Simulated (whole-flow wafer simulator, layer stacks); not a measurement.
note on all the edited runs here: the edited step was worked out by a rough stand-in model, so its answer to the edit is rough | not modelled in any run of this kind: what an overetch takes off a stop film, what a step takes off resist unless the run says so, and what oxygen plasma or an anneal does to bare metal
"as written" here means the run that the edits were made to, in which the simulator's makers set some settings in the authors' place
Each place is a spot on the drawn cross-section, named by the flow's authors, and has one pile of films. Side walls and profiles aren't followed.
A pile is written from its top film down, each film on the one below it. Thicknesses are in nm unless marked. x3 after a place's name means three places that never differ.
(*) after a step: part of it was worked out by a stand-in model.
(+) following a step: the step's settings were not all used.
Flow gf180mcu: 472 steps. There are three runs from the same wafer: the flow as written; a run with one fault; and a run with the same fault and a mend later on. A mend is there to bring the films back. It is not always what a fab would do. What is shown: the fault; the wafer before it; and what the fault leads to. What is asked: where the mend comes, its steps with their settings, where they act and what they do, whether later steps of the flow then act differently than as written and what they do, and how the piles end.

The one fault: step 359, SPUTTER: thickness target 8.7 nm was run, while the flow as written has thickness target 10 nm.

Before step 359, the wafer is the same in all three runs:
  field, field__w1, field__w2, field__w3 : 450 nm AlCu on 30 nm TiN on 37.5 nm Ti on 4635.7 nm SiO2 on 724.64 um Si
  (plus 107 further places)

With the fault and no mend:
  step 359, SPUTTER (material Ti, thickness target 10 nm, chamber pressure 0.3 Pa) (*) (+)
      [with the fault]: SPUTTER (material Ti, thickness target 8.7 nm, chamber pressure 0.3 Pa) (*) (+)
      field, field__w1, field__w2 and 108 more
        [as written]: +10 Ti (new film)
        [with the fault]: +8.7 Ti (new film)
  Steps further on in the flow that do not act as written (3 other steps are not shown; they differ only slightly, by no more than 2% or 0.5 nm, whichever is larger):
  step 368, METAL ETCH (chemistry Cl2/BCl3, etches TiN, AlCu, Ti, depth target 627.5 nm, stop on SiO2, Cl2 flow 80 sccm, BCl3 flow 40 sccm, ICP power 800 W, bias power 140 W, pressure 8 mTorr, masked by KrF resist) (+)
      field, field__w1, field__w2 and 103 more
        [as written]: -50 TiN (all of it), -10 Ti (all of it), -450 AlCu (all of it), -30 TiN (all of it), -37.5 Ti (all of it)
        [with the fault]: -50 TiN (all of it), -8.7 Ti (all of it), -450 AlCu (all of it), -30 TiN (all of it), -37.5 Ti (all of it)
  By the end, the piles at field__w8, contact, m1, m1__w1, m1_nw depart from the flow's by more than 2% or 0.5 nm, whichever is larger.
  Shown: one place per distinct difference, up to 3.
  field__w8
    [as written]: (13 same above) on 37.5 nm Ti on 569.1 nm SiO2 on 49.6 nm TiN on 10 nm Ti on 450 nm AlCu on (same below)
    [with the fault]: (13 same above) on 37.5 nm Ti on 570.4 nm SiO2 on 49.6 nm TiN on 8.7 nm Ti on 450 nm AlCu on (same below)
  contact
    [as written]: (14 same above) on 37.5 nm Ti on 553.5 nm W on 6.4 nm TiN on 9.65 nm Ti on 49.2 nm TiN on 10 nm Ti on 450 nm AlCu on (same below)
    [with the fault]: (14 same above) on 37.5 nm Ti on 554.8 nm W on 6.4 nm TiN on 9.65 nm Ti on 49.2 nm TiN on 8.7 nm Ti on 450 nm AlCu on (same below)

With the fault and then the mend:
  The mend stands after step 359.
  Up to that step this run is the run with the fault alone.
  step 359a, SPUTTER (material Ti, thickness target 1.3 nm, chamber pressure 0.3 Pa) (*) (+) (the flow's step 359, run once more with other settings)
      field, field__w1, field__w2 and 108 more
        +1.3 Ti
  Later steps of the flow that are run all act as written at every place that is followed.
  By the end, the piles equal the flow's at every place that both follow.
